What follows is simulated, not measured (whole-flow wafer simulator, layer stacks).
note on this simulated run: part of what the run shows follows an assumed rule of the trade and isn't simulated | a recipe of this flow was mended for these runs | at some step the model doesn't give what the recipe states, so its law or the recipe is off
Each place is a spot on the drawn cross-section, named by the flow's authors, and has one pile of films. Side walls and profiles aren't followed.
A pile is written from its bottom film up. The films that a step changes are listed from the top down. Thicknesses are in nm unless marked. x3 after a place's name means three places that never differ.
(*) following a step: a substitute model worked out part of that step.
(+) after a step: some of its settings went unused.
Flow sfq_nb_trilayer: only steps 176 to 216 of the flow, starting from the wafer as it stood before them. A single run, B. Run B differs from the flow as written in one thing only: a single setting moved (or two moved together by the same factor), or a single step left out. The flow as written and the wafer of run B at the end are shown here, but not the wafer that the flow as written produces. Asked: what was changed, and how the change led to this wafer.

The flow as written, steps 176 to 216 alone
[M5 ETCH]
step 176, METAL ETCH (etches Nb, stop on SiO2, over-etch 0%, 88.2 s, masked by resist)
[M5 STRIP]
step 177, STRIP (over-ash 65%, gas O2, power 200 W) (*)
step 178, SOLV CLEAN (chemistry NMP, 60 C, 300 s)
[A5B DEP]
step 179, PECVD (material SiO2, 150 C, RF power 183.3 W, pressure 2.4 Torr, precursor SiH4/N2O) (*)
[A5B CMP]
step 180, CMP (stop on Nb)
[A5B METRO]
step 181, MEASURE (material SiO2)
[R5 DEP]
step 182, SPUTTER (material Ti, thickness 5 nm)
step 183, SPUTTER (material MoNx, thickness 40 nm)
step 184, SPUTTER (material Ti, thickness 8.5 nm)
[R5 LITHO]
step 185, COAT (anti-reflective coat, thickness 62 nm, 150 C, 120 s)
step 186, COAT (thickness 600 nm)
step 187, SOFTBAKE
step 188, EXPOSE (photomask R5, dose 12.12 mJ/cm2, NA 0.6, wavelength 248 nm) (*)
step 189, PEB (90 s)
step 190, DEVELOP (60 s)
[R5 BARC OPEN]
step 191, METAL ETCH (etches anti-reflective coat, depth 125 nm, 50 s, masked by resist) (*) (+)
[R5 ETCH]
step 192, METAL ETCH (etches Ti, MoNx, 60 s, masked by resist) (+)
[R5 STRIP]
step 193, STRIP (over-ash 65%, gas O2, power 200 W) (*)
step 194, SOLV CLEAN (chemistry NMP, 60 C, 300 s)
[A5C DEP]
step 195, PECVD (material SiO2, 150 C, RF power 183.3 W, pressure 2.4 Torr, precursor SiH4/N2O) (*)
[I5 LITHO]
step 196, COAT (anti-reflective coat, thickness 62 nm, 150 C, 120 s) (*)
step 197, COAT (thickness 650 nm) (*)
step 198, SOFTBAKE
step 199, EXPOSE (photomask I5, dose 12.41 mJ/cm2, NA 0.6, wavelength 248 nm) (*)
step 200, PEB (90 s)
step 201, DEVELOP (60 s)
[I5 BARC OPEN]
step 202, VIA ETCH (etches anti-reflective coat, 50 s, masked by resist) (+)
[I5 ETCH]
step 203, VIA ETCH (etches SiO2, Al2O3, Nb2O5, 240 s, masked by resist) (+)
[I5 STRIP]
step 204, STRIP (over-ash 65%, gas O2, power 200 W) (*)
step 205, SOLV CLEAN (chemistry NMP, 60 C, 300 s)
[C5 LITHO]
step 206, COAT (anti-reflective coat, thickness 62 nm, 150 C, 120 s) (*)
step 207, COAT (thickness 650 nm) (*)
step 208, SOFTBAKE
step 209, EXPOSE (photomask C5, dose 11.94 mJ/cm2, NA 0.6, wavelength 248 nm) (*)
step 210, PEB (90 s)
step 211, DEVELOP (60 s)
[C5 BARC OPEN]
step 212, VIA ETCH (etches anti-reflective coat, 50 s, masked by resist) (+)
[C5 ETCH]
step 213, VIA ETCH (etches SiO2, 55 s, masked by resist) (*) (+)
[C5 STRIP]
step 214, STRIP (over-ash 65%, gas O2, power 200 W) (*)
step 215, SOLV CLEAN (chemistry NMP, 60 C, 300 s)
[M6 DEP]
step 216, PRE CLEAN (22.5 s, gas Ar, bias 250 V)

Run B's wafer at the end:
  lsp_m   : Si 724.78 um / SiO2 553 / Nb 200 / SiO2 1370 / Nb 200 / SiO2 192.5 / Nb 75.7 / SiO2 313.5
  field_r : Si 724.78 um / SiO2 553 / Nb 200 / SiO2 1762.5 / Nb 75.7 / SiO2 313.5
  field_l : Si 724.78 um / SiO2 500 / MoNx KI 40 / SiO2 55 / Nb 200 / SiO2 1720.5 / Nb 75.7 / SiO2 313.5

The reason: step 176, METAL ETCH: 35.3 s was run, though the flow has 88.2 s.

Step by step, how the change led to this:
  step 176, METAL ETCH (etches Nb, stop on SiO2, over-etch 0%, 88.2 s, masked by resist)
      field_l, r_end, moat and 45 more: -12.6 Al2O3 (all of it), -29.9 Nb2O5 (all of it), -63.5 Nb (in the flow as written it would be: -12.6 Al2O3 (all of it), -29.9 Nb2O5 (all of it), -139.2 Nb (all of it), -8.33 SiO2)
      r_sur, wl_a_sl, wl_a_m6: -12.5 Al2O3 (all of it), -29.9 Nb2O5 (all of it), -63.6 Nb (in the flow as written it would be: -12.5 Al2O3 (all of it), -29.9 Nb2O5 (all of it), -139.2 Nb (all of it), -8.33 SiO2)
      (also at 55 further places)
  step 177, STRIP (over-ash 65%, gas O2, power 200 W) (*)
      l0r_line_l x3, l0r_space_c x19, m0r_space_l x2 and 6 more: -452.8 KrF-resist-other-grade (all of it), -62 anti-reflective coat (all of it) (in the flow as written it would be: -373.3 KrF-resist-other-grade (all of it), -62 anti-reflective coat (all of it))
      v_sur: -445.9 KrF-resist-other-grade (all of it), -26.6 anti-reflective coat (all of it) (in the flow as written it would be: -366.5 KrF-resist-other-grade (all of it), -26.6 anti-reflective coat (all of it))
      (also at 22 further places)
  step 179, PECVD (material SiO2, 150 C, RF power 183.3 W, pressure 2.4 Torr, precursor SiH4/N2O) (*)
      field_l, lsp_m, ln_m6 and 44 more: +600 SiO2 (new film) (in the flow as written it would be: +600 SiO2)
      r_sur, res, r_end, moat, field_r, lsp_l: +600 SiO2 (new film) (in the flow as written it would be: +593.1 SiO2)
  step 180, CMP (stop on Nb)
      field_l, lsp_m, ln_m6 and 44 more: -347.3 SiO2 (in the flow as written it would be: -263.3 SiO2)
      r_sur, res, r_end, moat, field_r, lsp_l: -347.3 SiO2 (in the flow as written it would be: -256.4 SiO2)
If metal films that touch count as one body, lsp_m has 3 bodies (between them, from the top down: SiO2 192.5; SiO2 1370); the flow as written gives 2 bodies (between them, from the top down: SiO2 1370).
If metal films that touch count as one body, field_r has 2 bodies (between them, from the top down: SiO2 1762.5); the flow as written gives 1 body.
If metal films that touch count as one body, field_l has 3 bodies (between them, from the top down: SiO2 1720.5; SiO2 55); the flow as written gives 2 bodies (between them, from the top down: SiO2 55).
